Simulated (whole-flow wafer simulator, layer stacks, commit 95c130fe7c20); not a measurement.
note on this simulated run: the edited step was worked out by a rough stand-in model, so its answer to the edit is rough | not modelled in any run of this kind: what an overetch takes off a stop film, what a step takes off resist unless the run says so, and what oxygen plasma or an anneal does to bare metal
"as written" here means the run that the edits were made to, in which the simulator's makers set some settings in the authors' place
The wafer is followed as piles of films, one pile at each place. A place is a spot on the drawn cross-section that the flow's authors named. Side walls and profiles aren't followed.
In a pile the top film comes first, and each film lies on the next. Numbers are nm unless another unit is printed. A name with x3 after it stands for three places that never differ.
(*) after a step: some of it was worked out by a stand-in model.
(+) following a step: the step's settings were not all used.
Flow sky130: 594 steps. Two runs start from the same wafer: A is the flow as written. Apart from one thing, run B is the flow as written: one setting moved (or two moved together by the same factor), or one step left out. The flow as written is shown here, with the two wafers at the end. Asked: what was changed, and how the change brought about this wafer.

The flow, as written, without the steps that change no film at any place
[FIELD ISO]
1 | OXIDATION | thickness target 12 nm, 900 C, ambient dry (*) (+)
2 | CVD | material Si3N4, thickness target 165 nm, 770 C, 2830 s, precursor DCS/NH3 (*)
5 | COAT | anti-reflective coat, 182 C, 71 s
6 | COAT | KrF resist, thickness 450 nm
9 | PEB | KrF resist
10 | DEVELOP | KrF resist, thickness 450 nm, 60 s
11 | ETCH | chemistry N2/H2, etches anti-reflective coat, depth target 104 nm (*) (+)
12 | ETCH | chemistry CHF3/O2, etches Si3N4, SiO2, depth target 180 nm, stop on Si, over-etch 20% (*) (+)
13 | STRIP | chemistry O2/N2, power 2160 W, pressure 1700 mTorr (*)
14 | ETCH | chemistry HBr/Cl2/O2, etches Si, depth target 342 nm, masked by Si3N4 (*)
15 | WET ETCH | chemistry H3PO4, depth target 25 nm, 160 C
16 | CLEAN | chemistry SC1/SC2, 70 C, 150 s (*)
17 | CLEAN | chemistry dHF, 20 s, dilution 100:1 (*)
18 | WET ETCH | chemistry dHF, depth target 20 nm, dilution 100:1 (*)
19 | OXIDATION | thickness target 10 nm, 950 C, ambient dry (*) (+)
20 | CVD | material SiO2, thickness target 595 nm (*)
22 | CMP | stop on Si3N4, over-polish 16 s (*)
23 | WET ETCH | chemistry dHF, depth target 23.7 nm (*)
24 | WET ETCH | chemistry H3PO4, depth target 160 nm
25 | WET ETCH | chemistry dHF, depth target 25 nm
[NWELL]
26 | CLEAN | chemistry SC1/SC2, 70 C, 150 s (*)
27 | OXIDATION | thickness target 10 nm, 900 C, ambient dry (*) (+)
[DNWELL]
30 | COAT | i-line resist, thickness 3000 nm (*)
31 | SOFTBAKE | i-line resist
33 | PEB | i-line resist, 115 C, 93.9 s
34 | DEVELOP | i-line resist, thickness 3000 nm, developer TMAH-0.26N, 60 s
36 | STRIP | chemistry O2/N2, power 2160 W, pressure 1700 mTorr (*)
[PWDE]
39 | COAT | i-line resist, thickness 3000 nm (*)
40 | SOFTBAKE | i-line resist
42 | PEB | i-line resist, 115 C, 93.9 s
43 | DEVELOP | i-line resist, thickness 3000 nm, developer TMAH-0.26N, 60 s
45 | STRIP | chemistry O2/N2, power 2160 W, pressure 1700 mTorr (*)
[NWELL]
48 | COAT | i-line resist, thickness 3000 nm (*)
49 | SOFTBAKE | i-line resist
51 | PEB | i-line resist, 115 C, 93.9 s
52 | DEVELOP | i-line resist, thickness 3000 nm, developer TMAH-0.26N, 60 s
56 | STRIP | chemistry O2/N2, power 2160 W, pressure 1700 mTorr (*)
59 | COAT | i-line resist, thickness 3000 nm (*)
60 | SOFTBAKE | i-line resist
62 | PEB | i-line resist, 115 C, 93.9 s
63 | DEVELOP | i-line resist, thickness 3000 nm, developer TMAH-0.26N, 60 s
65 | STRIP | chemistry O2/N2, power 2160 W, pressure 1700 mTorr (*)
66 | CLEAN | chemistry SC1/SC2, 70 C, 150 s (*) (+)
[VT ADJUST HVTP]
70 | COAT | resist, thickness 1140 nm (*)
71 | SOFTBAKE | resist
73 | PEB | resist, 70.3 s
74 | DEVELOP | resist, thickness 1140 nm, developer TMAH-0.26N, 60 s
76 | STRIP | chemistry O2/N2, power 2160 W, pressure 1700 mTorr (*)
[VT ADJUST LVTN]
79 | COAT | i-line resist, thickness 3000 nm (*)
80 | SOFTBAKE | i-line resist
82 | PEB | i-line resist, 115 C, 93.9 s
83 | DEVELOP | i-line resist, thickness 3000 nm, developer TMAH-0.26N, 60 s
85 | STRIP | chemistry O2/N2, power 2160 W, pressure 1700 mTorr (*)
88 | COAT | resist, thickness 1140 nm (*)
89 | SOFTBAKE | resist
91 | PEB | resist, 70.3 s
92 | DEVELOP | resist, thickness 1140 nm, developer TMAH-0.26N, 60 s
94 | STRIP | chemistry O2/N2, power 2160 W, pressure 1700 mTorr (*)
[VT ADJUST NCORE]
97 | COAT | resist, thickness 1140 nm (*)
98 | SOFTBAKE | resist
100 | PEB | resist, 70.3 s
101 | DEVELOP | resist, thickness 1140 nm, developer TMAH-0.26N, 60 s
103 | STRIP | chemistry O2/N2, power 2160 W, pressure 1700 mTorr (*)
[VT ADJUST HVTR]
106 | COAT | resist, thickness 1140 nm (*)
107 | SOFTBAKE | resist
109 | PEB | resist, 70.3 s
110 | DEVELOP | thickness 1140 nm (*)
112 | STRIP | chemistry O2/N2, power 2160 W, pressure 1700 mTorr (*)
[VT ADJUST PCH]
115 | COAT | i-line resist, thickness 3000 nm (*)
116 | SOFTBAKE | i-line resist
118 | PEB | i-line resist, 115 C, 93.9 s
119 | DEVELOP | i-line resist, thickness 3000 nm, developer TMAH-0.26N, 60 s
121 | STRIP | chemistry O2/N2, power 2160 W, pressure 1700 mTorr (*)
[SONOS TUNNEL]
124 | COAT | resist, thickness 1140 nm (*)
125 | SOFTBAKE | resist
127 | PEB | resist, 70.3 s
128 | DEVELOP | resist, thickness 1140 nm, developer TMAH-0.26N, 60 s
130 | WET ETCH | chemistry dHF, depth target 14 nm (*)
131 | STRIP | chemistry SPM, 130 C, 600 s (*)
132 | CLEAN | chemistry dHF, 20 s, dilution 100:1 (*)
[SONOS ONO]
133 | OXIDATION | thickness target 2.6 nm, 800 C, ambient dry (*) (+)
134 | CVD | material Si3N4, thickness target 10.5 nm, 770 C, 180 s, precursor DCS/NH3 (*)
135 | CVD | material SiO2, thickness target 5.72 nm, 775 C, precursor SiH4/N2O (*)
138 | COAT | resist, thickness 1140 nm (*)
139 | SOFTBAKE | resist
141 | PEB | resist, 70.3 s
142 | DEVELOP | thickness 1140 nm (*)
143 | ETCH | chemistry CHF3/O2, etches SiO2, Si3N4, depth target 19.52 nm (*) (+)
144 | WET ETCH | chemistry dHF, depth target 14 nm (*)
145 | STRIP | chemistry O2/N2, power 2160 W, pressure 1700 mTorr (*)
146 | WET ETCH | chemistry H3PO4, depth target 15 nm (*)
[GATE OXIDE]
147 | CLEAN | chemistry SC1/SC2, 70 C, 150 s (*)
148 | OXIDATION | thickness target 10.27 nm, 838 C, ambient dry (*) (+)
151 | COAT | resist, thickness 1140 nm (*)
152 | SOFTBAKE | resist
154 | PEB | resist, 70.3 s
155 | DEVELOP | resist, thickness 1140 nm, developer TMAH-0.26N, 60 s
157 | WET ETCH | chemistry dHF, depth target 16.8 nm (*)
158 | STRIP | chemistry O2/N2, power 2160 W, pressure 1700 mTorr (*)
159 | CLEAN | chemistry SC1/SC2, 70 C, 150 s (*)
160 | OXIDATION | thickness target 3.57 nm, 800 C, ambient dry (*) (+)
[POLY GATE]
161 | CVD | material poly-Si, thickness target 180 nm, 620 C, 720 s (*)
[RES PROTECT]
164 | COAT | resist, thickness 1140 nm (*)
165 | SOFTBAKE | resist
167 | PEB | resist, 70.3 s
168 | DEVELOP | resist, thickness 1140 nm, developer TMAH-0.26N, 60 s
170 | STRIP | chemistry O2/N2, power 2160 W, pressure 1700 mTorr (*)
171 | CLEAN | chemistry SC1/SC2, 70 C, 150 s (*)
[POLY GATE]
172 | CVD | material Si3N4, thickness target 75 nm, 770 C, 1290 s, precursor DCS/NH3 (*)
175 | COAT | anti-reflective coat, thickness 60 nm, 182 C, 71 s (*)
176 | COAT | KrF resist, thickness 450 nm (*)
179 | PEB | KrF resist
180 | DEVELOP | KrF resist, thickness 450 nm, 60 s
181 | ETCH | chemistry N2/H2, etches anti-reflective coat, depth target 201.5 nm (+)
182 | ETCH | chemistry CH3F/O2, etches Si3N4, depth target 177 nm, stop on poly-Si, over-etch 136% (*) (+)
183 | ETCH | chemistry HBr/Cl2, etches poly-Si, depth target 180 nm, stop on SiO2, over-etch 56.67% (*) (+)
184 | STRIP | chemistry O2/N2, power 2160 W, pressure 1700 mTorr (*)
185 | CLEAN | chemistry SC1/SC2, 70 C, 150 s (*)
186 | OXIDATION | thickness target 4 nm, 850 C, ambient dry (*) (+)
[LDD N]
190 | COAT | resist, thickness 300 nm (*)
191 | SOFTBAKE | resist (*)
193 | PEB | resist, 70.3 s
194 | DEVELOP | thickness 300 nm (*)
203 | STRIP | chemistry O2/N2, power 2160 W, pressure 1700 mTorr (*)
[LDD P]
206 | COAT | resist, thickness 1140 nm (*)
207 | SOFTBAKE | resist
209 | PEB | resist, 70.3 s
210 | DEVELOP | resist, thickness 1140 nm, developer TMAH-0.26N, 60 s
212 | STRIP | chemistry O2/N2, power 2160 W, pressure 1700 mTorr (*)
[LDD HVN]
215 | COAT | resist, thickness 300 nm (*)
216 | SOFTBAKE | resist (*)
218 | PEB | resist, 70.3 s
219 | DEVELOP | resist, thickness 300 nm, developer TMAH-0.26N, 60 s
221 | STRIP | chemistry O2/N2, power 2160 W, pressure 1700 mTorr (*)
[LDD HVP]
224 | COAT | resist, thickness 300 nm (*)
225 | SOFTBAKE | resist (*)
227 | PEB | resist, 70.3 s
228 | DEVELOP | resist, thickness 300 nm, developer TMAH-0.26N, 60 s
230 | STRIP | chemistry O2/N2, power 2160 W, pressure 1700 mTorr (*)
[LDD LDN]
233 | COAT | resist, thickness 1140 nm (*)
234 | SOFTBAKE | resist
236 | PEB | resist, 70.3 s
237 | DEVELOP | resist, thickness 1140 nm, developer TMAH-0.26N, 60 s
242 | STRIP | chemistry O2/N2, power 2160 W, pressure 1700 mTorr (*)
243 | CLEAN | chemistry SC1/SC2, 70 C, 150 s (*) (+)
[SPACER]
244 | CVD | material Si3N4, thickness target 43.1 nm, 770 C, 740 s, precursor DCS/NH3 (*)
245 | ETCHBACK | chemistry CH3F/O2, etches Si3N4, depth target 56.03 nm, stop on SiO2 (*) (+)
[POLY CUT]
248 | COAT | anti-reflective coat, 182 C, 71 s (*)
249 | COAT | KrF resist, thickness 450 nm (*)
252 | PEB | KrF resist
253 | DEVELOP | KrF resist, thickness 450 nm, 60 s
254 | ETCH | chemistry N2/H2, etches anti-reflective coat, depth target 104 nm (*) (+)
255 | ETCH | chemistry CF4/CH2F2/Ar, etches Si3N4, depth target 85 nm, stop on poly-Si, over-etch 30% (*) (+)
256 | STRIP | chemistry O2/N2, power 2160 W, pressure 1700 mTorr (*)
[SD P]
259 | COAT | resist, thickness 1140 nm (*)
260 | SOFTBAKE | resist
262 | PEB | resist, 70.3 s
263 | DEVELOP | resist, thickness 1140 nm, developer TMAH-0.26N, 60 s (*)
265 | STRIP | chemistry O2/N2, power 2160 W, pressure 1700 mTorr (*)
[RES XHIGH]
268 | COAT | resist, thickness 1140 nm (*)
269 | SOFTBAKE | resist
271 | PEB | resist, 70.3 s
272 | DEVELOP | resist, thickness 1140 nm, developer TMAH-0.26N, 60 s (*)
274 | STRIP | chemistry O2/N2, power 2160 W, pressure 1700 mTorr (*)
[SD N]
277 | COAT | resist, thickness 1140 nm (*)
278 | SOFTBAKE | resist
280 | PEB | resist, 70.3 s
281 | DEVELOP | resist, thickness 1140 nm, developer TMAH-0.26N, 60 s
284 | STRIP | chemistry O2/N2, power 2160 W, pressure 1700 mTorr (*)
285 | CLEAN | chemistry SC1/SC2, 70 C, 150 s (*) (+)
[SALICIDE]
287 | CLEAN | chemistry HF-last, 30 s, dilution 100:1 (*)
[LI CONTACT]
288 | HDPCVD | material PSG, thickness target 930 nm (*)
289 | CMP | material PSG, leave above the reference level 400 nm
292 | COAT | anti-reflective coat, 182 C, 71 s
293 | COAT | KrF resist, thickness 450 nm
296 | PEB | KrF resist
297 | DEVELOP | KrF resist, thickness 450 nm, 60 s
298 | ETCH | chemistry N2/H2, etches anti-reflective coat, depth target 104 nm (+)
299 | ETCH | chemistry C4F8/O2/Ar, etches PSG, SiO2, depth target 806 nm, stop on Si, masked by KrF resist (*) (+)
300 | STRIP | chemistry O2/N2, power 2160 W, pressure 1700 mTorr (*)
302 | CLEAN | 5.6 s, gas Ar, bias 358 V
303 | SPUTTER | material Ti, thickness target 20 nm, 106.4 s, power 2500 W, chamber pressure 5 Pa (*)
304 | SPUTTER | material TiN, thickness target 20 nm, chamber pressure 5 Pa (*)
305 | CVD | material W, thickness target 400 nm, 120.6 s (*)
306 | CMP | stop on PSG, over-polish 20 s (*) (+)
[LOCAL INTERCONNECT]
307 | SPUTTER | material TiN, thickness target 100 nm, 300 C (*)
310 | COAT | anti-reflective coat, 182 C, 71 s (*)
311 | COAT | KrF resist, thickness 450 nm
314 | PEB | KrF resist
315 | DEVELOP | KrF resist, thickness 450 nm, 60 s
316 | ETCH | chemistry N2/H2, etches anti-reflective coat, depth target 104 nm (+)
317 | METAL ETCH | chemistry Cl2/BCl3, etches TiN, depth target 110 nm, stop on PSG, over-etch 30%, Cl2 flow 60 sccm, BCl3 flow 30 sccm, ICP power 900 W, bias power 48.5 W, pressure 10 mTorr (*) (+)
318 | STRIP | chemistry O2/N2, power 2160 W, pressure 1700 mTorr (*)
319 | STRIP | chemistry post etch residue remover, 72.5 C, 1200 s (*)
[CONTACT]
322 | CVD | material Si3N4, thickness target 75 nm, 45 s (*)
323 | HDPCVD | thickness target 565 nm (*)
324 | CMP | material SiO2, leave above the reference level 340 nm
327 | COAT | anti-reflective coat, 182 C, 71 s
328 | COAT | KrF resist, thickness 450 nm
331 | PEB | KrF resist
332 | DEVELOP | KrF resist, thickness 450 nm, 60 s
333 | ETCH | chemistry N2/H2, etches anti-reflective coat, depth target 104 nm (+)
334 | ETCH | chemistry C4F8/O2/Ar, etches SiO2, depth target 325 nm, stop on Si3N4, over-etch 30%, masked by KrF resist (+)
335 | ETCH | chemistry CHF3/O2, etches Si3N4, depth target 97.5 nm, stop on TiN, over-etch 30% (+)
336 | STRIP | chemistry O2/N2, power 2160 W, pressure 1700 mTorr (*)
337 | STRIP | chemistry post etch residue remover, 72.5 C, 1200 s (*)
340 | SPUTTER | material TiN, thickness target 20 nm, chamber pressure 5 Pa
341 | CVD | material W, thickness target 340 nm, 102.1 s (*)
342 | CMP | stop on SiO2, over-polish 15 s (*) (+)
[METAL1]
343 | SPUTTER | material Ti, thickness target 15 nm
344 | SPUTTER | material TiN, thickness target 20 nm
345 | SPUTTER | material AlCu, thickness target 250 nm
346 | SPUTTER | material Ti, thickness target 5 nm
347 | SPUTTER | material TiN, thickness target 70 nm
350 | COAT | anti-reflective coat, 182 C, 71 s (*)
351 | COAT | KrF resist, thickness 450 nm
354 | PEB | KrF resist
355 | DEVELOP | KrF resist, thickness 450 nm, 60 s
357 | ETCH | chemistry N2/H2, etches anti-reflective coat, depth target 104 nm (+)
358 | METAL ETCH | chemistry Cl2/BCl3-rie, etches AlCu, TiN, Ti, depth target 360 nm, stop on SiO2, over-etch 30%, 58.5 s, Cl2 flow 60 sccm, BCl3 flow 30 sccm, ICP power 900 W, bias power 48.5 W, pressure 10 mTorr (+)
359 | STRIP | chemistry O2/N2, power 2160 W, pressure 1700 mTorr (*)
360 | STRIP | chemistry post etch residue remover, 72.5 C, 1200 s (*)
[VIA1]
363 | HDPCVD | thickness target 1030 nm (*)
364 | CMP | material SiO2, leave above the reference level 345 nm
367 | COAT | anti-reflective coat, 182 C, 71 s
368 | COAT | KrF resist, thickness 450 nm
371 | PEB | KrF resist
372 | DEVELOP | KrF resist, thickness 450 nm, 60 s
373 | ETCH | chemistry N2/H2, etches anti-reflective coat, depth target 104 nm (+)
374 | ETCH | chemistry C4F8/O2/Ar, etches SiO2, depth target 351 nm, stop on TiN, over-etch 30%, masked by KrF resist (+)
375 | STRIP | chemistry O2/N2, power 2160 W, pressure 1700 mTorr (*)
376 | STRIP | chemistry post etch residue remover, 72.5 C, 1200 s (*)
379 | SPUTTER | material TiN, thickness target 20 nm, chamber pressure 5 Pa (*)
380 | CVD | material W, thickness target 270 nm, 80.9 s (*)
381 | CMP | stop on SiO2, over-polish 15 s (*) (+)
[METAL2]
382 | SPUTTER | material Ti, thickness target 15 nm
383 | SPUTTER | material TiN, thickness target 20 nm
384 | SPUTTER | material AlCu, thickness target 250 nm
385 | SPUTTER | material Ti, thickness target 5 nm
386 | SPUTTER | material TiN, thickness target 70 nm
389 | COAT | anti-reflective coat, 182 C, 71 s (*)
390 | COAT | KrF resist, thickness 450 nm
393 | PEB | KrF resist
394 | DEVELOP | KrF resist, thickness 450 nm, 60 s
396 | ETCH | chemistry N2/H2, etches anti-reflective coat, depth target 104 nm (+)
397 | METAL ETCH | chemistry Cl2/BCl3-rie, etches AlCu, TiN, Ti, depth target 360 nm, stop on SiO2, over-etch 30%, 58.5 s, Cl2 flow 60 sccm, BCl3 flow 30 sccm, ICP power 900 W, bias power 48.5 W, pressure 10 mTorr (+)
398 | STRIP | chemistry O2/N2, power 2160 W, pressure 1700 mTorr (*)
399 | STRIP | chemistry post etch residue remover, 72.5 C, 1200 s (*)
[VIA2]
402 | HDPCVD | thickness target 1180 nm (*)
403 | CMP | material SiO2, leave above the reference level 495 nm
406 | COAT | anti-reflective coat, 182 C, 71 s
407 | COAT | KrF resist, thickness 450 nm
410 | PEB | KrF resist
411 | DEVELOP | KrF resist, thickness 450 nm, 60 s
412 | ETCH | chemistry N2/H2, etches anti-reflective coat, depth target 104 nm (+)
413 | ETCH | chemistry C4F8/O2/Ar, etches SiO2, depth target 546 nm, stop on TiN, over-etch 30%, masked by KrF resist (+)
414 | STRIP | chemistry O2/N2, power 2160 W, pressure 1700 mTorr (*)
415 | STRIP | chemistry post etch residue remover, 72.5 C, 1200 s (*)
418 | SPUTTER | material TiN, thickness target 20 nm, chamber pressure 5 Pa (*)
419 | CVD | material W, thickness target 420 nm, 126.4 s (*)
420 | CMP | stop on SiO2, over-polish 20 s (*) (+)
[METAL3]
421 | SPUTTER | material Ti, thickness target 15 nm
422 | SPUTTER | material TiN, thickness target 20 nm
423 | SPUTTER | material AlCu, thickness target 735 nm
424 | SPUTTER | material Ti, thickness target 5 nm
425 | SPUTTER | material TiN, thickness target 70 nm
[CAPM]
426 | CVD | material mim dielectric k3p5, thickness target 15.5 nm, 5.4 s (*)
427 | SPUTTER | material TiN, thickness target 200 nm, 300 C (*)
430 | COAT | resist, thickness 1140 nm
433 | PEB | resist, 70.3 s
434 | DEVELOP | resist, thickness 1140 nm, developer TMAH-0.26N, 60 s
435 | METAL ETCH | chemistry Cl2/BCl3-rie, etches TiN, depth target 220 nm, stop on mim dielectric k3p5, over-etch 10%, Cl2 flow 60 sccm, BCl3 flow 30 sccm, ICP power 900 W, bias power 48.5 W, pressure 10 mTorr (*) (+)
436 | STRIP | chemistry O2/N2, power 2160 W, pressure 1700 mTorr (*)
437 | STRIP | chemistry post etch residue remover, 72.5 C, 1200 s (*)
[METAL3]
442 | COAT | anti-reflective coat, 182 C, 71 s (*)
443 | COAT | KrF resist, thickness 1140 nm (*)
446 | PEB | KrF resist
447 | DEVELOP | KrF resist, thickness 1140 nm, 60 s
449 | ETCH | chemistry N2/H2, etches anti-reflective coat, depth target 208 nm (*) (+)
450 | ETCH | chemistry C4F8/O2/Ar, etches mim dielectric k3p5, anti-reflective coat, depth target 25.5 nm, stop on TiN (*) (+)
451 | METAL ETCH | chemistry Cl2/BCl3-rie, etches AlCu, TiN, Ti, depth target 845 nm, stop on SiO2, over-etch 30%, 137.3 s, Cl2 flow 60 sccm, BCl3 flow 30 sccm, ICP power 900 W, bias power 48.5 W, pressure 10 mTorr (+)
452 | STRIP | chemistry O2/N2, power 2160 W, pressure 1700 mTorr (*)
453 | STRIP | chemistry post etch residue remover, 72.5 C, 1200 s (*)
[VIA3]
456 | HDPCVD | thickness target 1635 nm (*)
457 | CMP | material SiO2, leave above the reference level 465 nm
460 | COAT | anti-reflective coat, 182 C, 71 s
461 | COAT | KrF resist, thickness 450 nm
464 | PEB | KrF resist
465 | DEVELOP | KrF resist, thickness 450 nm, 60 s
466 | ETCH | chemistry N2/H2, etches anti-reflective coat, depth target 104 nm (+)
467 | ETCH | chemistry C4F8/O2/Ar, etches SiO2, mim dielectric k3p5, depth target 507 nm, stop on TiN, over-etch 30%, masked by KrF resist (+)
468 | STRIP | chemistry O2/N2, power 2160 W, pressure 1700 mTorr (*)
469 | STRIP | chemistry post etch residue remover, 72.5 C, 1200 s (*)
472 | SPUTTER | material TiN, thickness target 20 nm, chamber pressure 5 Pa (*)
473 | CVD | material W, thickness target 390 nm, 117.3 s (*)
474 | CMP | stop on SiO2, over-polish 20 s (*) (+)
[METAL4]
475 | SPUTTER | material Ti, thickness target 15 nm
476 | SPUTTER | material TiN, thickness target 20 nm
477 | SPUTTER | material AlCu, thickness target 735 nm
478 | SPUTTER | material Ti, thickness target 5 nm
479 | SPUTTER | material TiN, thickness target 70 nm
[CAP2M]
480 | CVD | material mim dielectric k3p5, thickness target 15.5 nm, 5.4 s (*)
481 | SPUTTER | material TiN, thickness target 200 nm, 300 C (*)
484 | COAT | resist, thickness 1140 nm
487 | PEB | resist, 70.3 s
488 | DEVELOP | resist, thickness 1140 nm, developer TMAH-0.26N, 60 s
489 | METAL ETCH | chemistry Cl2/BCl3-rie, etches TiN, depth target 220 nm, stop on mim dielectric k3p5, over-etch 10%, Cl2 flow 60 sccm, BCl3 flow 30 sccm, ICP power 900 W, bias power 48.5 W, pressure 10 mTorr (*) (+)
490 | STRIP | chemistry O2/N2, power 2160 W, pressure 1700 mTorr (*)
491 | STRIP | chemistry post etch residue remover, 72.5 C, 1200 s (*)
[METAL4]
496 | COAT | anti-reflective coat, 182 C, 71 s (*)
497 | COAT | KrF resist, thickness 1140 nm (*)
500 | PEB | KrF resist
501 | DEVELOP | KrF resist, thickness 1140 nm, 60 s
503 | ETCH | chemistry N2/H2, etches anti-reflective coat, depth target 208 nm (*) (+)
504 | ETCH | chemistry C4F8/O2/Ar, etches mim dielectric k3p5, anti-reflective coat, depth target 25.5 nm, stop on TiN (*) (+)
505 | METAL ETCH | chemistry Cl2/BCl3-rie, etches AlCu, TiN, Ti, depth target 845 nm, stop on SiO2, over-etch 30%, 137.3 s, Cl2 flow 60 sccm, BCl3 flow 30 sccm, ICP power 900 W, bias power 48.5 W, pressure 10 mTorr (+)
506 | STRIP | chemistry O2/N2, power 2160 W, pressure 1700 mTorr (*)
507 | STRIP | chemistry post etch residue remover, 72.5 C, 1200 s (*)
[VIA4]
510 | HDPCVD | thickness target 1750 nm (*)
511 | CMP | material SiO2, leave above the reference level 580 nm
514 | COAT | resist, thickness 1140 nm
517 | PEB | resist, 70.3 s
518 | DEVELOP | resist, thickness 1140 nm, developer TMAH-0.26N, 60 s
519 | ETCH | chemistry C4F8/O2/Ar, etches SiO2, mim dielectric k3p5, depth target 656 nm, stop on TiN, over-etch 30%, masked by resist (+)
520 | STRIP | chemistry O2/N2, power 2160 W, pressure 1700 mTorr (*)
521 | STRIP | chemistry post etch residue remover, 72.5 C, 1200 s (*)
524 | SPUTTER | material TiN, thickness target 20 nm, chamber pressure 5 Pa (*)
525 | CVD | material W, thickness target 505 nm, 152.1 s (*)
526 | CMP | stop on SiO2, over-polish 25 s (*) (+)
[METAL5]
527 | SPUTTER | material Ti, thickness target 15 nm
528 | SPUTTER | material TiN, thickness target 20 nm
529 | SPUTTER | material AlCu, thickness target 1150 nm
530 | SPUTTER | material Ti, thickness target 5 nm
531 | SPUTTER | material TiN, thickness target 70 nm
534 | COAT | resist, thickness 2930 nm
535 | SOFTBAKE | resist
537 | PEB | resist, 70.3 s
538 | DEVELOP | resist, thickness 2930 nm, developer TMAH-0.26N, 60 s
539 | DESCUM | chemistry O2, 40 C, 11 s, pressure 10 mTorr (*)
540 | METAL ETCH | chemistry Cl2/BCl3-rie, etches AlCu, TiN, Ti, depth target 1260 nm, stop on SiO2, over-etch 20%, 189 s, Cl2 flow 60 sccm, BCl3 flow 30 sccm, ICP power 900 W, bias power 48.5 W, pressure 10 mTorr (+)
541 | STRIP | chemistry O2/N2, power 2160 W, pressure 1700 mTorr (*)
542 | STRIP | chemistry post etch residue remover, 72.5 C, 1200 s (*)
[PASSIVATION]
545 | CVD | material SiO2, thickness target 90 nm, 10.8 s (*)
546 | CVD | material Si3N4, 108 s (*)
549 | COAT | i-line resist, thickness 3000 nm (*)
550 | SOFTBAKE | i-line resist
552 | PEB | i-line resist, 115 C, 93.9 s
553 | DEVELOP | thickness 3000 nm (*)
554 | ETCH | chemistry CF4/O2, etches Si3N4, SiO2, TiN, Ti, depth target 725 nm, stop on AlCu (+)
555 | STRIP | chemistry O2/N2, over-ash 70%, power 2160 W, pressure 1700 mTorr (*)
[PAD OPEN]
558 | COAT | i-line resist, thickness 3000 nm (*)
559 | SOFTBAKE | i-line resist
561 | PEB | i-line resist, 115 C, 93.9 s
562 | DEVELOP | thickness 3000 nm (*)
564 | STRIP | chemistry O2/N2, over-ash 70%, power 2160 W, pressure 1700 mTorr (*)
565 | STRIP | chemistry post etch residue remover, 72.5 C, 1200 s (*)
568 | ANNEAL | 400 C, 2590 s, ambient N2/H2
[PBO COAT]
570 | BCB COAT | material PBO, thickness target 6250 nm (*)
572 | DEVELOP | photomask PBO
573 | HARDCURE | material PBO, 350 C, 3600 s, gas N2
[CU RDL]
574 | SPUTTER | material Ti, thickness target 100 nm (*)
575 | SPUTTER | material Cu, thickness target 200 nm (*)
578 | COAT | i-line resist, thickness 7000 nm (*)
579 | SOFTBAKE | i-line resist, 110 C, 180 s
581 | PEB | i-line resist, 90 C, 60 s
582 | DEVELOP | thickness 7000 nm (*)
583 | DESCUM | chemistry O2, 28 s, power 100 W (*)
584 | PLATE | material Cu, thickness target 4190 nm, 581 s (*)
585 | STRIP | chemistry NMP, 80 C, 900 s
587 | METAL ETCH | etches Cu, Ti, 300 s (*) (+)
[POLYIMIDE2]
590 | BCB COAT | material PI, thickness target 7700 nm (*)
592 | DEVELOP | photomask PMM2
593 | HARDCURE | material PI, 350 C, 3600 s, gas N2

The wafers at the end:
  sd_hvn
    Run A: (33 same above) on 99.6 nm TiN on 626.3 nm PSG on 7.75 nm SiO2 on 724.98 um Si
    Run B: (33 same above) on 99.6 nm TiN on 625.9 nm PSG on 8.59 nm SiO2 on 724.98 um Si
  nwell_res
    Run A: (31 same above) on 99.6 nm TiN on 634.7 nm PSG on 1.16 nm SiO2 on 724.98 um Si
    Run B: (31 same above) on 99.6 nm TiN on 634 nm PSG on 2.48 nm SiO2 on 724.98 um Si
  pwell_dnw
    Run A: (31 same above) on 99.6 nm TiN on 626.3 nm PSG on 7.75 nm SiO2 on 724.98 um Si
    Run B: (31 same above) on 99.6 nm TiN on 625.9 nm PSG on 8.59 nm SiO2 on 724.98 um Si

What caused this: step 186, OXIDATION: 892 C was run, whereas the flow has 850 C.

Step by step, how the change led to this:
  186 | OXIDATION | thickness target 4 nm, 850 C, ambient dry (*) (+)
      active, p_well, spacer and 26 more: A +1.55 SiO2, -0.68 Si | B +2.87 SiO2, -1.26 Si
      pwell_dnw, sd_hvn, dext_ntap_nw and 17 more: A +0.94 SiO2, -0.41 Si | B +1.77 SiO2, -0.78 Si
      (also at 1 further place)
  248 | COAT | anti-reflective coat, 182 C, 71 s (*)
      gate_p_g5v0: A +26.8 anti-reflective coat (new film) | B +27.4 anti-reflective coat (new film)
  256 | STRIP | chemistry O2/N2, power 2160 W, pressure 1700 mTorr (*)
      gate_p_g5v0: A -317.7 KrF resist (all of it), -26.8 anti-reflective coat (all of it) | B -317.5 KrF resist (all of it), -27.4 anti-reflective coat (all of it)
  299 | ETCH | chemistry C4F8/O2/Ar, etches PSG, SiO2, depth target 806 nm, stop on Si, masked by KrF resist (*) (+)
      contact, ndiff_licon, ndiff_licon_cpp: A -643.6 PSG (all of it), -1.16 SiO2 (all of it) | B -642.8 PSG (all of it), -2.48 SiO2 (all of it)
